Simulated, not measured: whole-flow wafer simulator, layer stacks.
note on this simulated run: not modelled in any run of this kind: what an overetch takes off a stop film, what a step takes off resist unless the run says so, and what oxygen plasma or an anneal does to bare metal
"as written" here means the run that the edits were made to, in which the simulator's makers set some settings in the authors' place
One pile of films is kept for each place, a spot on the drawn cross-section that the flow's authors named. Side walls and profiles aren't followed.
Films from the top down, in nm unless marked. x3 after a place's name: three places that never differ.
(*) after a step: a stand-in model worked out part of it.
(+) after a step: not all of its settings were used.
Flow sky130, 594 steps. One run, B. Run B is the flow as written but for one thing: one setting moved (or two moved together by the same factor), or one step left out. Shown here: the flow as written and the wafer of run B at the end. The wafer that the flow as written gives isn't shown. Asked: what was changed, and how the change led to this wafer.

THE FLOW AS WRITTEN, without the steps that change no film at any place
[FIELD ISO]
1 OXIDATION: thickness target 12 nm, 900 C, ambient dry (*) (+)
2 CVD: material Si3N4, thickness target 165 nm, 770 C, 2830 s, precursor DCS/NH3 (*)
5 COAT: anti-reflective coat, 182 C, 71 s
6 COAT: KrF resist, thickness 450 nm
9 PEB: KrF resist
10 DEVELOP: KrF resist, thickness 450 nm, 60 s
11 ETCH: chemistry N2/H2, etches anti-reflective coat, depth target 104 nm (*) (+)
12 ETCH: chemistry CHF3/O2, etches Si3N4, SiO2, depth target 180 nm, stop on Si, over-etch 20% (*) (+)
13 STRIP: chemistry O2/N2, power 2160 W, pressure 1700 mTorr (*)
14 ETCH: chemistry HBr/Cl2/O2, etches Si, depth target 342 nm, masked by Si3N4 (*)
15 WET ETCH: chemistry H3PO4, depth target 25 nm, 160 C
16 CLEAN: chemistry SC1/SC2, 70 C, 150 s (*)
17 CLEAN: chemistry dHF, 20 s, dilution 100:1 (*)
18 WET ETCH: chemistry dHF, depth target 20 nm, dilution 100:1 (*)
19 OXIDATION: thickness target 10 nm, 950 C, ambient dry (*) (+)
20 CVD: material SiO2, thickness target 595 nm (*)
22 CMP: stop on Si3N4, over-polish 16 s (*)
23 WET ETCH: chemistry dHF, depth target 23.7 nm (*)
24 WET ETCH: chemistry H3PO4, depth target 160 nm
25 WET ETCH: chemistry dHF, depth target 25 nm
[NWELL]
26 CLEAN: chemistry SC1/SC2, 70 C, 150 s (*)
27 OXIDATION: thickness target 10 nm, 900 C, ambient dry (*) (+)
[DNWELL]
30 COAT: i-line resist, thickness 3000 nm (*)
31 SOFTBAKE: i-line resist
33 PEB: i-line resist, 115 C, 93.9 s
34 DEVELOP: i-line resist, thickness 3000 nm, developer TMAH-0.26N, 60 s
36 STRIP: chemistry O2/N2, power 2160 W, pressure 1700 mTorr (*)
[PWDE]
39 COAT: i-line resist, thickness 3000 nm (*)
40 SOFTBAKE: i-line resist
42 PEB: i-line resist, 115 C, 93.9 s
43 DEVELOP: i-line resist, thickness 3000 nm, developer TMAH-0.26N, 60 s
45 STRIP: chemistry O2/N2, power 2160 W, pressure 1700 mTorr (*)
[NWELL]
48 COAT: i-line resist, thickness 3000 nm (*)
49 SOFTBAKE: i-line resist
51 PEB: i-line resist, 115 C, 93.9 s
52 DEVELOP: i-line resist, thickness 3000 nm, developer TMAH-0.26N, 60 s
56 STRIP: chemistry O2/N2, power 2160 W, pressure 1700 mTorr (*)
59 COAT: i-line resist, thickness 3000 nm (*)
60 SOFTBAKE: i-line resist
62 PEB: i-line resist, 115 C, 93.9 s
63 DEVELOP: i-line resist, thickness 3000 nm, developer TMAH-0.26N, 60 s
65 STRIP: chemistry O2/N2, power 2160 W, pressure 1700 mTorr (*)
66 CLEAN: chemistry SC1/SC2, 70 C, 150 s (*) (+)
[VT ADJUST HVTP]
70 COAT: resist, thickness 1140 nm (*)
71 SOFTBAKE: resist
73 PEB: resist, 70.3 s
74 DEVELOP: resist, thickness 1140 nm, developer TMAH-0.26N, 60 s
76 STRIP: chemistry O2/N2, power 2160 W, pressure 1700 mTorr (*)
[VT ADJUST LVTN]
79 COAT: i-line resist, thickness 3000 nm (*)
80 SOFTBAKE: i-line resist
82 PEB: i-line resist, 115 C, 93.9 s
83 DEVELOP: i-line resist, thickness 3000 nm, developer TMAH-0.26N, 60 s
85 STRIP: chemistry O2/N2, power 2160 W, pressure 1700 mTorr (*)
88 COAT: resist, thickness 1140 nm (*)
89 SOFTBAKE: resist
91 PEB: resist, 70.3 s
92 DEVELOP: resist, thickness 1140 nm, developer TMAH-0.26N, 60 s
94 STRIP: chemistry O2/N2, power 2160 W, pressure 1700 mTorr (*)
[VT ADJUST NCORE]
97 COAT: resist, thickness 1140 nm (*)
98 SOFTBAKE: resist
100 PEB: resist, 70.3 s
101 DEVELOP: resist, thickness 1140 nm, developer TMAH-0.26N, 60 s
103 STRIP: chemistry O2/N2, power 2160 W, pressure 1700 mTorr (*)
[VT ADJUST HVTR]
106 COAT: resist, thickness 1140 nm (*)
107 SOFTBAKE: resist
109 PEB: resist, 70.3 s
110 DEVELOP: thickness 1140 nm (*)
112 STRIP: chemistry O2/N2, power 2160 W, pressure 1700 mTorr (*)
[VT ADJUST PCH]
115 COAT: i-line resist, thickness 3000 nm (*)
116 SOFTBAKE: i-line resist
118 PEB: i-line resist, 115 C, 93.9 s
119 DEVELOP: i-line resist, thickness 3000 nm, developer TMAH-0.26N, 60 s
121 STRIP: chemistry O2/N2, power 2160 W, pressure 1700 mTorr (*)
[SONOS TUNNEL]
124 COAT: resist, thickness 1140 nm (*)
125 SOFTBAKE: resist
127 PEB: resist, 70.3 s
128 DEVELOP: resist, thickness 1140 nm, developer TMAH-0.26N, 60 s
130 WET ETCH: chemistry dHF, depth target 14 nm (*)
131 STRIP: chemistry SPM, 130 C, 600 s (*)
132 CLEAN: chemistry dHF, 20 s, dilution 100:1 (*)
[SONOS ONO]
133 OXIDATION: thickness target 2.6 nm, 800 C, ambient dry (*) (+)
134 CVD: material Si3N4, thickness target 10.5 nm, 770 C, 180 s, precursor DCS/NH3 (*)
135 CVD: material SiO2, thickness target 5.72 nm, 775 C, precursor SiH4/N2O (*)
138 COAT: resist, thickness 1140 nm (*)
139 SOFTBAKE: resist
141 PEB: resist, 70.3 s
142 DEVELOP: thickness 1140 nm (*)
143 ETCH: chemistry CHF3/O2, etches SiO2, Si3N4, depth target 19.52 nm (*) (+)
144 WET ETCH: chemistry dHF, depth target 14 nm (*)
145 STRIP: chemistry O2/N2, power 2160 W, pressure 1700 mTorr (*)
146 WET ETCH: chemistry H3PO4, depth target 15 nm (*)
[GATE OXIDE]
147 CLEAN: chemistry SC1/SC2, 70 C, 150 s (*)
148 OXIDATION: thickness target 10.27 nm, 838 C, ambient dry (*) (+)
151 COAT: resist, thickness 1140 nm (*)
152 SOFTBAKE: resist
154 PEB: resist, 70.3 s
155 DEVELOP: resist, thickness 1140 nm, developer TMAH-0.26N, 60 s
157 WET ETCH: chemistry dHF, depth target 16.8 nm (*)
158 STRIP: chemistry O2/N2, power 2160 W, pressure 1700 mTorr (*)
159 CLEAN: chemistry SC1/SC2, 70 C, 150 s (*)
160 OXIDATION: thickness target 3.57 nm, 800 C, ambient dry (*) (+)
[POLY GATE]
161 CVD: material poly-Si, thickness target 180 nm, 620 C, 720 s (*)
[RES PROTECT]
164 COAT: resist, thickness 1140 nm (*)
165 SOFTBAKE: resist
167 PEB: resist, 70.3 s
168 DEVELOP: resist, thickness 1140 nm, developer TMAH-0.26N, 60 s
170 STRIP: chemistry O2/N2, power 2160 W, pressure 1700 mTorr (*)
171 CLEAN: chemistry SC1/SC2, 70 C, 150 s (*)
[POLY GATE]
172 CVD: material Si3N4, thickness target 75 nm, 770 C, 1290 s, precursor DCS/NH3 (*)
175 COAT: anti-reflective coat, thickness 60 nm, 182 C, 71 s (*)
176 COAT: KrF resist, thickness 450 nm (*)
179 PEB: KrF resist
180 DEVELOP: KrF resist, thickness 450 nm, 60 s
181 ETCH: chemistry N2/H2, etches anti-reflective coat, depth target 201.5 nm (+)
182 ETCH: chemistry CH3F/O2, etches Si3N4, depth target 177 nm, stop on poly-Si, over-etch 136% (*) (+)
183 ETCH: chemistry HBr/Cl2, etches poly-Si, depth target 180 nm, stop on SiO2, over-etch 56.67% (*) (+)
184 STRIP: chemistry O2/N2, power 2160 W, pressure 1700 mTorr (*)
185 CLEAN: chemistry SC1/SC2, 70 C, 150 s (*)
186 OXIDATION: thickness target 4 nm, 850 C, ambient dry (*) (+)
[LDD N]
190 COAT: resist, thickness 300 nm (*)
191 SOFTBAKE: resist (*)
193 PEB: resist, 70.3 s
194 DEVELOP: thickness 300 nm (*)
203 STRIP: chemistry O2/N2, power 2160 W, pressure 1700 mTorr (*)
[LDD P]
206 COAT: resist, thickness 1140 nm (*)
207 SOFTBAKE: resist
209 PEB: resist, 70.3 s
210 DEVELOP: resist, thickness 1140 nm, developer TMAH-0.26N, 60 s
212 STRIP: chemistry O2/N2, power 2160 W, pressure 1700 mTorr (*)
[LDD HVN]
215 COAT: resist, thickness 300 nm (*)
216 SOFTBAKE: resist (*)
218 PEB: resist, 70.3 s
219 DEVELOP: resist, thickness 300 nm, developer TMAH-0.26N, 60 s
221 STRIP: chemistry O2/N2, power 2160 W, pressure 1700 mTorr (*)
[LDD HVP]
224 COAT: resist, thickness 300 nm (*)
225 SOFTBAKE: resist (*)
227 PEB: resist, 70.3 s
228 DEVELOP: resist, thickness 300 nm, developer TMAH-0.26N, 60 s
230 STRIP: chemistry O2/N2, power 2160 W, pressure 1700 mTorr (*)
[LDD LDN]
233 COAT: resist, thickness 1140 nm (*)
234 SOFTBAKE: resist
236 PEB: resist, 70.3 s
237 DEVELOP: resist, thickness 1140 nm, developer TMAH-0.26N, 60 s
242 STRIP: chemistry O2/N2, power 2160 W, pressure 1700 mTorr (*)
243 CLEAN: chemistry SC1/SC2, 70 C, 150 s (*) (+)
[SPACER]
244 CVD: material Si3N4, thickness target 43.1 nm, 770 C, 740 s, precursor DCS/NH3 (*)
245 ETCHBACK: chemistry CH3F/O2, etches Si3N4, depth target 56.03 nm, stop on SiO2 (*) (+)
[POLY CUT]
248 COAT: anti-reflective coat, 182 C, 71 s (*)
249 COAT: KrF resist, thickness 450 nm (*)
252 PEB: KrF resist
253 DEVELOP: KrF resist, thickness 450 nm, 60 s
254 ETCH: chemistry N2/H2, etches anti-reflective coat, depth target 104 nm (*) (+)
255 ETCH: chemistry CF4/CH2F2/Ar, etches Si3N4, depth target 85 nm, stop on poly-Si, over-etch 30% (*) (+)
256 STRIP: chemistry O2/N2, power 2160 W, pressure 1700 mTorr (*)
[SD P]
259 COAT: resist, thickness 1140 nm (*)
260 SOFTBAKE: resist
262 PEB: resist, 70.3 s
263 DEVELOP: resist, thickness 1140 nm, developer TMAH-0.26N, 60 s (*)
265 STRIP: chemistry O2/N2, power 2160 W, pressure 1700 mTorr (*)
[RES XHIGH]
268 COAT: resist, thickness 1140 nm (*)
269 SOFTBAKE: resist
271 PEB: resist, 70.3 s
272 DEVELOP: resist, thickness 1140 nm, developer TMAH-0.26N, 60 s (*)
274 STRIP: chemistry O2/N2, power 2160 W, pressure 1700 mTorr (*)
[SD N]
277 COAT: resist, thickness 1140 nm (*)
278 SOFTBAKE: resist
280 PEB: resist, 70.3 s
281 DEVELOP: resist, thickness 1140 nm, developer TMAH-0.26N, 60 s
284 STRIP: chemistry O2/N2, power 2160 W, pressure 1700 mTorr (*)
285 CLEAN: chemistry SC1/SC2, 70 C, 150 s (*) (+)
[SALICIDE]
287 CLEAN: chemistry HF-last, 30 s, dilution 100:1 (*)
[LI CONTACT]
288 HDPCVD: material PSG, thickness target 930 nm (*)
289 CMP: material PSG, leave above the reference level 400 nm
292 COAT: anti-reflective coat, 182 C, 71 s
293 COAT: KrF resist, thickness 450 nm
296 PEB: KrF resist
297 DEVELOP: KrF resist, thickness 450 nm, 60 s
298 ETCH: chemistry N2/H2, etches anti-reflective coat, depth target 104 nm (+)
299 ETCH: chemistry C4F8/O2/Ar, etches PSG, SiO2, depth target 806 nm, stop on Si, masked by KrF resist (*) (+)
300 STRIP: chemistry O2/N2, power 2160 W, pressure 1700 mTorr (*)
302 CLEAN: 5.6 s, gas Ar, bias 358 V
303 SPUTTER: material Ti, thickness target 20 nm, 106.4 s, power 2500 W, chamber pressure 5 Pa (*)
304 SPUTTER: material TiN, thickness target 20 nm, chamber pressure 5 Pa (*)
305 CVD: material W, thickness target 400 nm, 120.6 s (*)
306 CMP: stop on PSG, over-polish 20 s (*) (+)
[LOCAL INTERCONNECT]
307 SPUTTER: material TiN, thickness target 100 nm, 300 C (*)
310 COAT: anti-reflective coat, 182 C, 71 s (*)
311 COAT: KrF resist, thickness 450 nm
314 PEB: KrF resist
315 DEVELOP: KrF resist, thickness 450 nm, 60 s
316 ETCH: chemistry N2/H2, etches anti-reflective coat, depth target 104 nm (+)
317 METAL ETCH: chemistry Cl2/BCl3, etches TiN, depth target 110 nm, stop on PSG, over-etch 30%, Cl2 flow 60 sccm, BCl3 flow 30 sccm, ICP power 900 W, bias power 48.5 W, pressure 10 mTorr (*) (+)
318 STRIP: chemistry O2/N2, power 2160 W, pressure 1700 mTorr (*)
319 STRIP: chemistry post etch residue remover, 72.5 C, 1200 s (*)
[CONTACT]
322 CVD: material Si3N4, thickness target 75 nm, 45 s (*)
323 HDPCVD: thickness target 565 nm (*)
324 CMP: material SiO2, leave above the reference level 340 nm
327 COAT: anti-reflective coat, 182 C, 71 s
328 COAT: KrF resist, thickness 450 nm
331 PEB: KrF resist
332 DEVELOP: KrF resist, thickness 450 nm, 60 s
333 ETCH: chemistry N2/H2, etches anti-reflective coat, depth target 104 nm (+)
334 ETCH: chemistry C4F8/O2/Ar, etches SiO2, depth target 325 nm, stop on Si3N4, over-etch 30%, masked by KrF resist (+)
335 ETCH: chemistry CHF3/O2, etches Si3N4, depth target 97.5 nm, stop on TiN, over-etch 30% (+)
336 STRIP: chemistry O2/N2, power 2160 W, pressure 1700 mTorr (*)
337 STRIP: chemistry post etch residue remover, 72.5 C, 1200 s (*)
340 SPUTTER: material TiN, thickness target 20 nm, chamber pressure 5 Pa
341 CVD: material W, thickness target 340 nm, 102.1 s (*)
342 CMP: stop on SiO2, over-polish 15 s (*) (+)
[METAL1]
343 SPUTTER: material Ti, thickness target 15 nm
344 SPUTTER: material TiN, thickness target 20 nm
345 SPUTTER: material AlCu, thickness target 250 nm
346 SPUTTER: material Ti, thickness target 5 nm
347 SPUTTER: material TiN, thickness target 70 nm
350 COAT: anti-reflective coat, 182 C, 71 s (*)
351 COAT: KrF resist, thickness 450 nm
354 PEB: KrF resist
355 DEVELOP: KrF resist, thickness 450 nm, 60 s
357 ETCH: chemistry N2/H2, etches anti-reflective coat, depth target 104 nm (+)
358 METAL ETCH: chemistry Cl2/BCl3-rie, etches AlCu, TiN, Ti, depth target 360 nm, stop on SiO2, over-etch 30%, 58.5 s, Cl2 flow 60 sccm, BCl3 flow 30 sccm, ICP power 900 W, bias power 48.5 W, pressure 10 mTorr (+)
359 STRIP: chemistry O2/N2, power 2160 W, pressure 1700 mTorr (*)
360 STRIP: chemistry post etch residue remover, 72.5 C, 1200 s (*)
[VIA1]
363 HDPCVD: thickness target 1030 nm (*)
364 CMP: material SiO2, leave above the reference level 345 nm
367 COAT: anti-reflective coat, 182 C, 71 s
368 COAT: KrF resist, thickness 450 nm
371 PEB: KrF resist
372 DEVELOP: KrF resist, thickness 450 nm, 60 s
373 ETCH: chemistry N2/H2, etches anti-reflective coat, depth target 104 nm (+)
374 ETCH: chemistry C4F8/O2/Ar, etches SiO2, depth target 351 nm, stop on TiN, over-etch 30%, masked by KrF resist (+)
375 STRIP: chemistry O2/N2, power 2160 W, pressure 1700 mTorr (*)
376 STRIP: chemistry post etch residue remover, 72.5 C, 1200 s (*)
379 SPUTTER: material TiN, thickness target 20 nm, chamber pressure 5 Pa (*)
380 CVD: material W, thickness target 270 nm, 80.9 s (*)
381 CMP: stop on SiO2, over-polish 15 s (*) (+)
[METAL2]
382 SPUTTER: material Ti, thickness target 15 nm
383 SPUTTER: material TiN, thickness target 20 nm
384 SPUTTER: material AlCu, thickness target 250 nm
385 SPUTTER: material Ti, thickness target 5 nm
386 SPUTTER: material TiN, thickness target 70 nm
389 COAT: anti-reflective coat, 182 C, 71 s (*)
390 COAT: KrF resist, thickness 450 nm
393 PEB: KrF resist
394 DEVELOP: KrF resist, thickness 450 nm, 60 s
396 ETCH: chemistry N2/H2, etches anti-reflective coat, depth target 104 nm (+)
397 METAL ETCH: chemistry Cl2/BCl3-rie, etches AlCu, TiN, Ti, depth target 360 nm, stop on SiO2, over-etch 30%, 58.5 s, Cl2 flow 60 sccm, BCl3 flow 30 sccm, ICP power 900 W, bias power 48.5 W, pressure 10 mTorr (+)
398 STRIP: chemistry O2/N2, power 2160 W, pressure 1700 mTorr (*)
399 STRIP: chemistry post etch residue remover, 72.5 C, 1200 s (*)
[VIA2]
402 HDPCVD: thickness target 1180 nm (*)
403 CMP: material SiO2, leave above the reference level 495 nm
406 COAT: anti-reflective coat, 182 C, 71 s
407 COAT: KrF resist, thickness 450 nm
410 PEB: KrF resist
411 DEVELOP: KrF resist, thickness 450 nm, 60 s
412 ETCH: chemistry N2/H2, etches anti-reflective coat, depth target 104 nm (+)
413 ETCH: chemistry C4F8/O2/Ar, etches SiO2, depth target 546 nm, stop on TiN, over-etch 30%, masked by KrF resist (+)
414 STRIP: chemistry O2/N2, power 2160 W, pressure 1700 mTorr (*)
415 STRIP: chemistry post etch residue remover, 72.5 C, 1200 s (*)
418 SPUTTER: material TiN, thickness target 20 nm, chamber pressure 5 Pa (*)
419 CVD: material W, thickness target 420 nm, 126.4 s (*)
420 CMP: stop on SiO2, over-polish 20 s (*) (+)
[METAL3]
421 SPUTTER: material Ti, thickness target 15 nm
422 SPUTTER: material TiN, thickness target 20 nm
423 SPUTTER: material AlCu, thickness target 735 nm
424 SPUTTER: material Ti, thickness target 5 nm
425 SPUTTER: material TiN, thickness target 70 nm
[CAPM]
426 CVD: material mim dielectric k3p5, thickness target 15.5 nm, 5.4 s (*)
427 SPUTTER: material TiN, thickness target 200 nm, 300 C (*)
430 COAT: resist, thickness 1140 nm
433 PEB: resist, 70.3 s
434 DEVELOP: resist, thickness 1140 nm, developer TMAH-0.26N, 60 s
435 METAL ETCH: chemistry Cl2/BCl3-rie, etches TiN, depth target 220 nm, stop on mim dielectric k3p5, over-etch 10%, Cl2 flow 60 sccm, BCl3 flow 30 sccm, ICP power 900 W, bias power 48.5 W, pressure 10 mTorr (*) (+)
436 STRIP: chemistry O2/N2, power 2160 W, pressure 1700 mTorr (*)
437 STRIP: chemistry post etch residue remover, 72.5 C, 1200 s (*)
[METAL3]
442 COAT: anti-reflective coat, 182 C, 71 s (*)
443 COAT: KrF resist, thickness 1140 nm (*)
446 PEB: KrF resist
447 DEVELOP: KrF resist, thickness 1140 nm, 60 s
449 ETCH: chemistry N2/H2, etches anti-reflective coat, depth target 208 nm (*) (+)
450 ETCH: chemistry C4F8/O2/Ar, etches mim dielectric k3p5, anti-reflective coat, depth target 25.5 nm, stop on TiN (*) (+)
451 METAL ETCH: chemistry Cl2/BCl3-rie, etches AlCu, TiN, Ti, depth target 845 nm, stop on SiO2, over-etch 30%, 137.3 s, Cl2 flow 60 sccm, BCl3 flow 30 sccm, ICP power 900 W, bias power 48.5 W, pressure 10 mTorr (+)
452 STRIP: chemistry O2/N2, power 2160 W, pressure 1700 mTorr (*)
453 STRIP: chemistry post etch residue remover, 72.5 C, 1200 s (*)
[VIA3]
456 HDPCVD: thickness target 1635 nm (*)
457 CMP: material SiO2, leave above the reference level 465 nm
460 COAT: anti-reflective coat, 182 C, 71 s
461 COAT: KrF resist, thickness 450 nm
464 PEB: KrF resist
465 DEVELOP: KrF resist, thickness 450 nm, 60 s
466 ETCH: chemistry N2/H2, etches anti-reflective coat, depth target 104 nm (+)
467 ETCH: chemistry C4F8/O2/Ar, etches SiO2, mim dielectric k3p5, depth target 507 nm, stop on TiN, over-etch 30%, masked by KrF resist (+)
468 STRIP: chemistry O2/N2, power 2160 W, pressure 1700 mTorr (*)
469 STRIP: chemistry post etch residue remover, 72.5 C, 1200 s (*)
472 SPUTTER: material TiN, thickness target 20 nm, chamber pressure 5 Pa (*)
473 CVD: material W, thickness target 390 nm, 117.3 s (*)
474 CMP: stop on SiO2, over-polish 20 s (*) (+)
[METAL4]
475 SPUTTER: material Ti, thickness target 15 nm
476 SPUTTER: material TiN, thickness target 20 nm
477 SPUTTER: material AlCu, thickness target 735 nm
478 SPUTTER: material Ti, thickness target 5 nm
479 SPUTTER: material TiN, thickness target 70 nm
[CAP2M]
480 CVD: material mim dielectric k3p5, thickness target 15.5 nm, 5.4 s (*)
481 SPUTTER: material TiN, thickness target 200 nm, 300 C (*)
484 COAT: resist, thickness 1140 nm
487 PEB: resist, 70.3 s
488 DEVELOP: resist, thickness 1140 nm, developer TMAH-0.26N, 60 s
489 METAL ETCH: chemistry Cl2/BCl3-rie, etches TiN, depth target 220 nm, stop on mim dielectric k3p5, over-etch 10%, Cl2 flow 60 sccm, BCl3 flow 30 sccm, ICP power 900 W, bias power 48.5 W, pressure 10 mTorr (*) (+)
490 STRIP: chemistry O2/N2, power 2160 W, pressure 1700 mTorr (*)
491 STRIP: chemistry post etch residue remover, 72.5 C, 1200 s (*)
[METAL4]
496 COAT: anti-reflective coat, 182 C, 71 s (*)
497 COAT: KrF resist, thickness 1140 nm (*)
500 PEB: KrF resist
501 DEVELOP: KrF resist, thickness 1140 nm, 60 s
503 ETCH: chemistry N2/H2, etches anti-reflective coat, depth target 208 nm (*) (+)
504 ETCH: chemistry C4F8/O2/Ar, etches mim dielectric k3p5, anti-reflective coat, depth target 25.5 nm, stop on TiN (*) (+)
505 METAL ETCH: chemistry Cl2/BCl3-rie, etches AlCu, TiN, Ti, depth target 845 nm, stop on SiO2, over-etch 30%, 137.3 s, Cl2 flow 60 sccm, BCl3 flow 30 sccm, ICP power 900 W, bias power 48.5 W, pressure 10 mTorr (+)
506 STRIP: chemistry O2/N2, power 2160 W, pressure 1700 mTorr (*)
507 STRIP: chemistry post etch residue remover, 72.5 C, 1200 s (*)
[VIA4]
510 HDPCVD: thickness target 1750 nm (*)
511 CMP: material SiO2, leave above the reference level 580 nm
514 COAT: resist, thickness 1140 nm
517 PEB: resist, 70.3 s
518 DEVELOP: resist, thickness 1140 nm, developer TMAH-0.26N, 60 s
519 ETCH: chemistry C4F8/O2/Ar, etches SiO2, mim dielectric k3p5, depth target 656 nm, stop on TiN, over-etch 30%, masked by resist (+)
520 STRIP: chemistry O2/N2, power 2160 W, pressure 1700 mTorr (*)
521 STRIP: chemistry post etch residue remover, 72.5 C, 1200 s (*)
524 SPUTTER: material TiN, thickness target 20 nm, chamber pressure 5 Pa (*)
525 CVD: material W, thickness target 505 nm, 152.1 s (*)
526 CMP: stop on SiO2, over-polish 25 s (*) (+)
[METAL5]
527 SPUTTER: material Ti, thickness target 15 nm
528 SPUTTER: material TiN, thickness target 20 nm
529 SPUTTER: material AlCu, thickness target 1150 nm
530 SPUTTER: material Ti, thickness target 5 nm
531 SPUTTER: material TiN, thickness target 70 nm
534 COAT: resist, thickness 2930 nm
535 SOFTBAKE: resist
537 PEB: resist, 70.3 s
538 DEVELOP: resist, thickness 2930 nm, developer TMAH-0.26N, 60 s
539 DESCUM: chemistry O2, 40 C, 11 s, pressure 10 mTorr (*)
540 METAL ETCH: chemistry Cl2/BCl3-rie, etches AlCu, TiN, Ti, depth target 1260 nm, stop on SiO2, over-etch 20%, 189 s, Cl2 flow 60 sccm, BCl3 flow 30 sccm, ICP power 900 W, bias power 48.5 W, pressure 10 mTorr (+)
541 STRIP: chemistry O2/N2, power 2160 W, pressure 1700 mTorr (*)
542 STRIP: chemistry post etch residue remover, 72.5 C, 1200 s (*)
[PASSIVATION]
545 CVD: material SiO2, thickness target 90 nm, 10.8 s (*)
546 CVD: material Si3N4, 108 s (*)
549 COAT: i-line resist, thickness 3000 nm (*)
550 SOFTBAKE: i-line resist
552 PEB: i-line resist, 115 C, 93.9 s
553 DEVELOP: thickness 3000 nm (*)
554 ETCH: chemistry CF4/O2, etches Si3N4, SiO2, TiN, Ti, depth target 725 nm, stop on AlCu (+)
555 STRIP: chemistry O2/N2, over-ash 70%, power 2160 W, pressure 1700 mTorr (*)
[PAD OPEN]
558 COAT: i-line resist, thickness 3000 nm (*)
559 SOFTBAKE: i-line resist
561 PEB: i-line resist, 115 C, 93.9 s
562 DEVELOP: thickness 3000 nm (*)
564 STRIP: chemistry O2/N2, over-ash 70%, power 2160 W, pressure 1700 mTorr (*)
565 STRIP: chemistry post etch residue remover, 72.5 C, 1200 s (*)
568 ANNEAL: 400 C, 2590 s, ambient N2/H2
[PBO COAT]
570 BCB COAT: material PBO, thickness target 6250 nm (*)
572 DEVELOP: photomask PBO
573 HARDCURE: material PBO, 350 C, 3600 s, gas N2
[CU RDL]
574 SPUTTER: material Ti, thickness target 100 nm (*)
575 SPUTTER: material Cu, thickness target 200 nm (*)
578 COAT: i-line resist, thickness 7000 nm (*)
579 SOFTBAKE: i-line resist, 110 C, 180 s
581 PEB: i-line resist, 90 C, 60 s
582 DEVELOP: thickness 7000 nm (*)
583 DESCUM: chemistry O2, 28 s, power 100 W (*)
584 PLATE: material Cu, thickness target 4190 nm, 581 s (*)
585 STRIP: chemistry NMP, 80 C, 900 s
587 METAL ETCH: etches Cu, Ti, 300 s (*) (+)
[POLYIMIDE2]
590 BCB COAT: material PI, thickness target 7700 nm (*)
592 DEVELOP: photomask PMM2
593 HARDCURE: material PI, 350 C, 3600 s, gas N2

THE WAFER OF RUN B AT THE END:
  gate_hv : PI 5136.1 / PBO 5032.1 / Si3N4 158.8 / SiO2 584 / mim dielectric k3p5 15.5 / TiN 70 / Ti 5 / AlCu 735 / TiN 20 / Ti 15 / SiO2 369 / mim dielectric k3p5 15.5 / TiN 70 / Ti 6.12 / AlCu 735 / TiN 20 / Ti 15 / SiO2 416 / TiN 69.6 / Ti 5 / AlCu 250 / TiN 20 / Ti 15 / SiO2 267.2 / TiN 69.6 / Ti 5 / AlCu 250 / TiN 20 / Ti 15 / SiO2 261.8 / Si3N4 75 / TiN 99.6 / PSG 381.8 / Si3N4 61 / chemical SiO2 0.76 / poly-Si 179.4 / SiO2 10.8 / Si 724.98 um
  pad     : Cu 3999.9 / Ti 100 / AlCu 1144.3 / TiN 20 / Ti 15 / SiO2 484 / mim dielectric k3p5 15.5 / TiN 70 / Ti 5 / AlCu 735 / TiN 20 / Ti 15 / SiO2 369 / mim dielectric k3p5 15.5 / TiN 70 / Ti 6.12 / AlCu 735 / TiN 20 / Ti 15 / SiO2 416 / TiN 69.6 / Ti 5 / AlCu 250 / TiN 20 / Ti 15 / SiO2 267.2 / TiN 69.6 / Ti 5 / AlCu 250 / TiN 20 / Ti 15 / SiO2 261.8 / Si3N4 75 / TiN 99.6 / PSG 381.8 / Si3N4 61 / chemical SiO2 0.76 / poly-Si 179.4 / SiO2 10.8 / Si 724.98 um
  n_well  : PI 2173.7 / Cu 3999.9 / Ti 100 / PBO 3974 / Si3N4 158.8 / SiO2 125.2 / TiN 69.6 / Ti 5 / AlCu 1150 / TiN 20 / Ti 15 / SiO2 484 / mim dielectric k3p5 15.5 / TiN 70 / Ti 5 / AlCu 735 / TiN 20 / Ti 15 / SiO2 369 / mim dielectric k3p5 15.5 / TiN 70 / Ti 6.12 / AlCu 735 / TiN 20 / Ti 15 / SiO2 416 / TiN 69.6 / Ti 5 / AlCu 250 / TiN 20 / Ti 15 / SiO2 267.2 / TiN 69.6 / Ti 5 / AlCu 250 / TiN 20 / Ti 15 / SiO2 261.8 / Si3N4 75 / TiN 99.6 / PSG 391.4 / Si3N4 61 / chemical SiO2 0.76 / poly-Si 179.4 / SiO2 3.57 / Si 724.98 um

The cause: step 424, SPUTTER: thickness target 6.12 nm was run, where the flow has thickness target 5 nm.
It can be read off the wafer: gate_hv has Ti 6.12, and step 424 as written asks for 5 nm.

How the change led to this, step by step:
  424 SPUTTER: material Ti, thickness target 5 nm
      field, active, n_well and 188 more: Ti +6.12 (new film) (as written it would be: Ti +5 (new film))
  451 METAL ETCH: chemistry Cl2/BCl3-rie, etches AlCu, TiN, Ti, depth target 845 nm, stop on SiO2, over-etch 30%, 137.3 s, Cl2 flow 60 sccm, BCl3 flow 30 sccm, ICP power 900 W, bias power 48.5 W, pressure 10 mTorr (+)
      field, gate, spacer and 68 more: TiN -70 (all of it), Ti -6.12 (all of it), AlCu -735 (all of it), TiN -20 (all of it), Ti -15 (all of it), SiO2 -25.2 (as written it would be: TiN -70 (all of it), Ti -5 (all of it), AlCu -735 (all of it), TiN -20 (all of it), Ti -15 (all of it), SiO2 -25.4)
      active, vpp_ln, vpp_iso2 and 11 more: TiN -70 (all of it), Ti -6.12 (all of it), AlCu -735 (all of it), TiN -20 (all of it), Ti -15 (all of it), SiO2 -25.2 (as written it would be: TiN -70 (all of it), Ti -5 (all of it), AlCu -735 (all of it), TiN -20 (all of it), Ti -15 (all of it), SiO2 -25.3)
